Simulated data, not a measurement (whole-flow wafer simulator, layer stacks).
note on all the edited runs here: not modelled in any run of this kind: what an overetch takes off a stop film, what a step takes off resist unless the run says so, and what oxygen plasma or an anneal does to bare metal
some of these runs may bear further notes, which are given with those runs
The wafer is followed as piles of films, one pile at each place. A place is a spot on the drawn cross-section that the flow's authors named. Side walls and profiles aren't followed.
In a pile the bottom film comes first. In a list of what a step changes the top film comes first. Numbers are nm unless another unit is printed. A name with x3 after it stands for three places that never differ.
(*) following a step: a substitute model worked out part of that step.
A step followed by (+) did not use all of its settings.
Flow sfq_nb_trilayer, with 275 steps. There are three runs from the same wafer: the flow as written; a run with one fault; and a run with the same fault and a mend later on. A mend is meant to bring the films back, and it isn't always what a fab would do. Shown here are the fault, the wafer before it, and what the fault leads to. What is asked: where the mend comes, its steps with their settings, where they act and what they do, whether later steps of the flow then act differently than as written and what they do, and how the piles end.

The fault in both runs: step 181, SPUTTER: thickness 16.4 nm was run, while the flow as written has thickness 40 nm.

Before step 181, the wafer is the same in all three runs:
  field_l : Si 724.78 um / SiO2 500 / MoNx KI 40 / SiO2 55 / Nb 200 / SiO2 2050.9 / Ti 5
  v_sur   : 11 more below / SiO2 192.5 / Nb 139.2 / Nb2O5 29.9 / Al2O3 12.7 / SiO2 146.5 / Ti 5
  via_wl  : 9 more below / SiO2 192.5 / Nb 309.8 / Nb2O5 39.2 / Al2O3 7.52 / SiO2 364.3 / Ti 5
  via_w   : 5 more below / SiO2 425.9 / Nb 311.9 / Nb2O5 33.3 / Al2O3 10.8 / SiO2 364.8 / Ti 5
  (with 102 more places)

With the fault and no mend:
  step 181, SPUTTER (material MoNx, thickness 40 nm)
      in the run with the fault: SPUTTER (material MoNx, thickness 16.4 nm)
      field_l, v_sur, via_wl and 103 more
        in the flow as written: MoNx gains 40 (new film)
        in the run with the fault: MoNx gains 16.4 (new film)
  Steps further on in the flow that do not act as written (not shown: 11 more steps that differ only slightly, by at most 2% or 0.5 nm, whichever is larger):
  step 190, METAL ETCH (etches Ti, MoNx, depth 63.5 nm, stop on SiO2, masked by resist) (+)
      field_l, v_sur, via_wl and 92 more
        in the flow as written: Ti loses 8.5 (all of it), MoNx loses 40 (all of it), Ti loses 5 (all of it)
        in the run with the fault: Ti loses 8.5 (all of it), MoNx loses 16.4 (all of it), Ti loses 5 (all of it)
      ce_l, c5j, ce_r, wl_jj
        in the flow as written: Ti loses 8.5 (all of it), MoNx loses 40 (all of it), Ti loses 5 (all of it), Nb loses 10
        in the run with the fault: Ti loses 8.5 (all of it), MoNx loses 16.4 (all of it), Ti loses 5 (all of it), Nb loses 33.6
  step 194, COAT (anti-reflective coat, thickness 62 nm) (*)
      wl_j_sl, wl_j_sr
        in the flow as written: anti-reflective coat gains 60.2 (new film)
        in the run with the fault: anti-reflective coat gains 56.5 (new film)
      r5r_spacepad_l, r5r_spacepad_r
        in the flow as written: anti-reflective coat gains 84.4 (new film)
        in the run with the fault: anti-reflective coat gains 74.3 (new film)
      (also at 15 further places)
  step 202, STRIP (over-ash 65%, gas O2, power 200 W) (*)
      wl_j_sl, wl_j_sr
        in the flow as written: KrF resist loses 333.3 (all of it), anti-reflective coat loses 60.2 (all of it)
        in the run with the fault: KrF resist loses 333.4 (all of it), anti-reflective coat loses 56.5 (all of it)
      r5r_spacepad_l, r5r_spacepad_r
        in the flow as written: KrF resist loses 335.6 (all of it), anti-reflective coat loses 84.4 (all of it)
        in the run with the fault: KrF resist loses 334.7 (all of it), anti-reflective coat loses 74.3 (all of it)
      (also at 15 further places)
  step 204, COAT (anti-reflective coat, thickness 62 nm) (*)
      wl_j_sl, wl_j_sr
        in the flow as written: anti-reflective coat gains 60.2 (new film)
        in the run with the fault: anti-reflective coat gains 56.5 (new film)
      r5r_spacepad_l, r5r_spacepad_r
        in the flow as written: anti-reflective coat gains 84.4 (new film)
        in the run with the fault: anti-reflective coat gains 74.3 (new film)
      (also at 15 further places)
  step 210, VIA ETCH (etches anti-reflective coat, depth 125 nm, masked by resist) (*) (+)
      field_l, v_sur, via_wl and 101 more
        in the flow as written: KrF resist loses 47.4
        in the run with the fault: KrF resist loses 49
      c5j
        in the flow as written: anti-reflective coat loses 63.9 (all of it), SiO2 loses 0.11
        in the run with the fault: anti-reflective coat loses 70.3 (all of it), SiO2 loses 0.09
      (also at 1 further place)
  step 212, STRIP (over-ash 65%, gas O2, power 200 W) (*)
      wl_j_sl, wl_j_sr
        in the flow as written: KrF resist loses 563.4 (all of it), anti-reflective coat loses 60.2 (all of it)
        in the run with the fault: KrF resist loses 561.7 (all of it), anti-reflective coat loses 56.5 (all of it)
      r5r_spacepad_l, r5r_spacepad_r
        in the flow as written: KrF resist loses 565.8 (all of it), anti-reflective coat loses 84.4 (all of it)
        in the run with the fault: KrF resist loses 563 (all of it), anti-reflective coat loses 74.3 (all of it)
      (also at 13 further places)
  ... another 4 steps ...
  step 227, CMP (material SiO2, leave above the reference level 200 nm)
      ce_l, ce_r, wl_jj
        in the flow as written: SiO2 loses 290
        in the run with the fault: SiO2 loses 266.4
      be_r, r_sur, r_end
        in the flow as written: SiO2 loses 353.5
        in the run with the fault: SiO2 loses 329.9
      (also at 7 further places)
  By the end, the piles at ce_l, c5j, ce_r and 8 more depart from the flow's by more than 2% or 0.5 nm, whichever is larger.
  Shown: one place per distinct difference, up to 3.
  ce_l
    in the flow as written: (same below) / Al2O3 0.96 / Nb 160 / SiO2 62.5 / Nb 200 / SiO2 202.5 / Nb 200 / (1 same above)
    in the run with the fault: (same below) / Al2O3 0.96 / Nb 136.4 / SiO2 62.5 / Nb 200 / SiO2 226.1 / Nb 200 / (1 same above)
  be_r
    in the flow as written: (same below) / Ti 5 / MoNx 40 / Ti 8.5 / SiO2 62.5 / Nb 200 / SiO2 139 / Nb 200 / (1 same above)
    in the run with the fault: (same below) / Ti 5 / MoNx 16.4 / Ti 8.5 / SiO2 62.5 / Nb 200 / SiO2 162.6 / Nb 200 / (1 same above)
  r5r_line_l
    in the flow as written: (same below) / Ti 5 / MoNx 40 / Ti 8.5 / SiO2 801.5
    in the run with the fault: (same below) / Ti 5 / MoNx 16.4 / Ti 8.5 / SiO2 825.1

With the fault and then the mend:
  After step 181 comes the mend.
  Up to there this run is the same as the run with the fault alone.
  step 181a, SPUTTER (material MoNx, thickness 23.6 nm) (the flow's step 181, run once more with other settings)
      field_l, v_sur, via_wl and 103 more
        MoNx gains 23.6
  Every later step of the flow that is run acts as written at every place that is followed.
  By the end, the piles equal the flow's at every place that both follow.
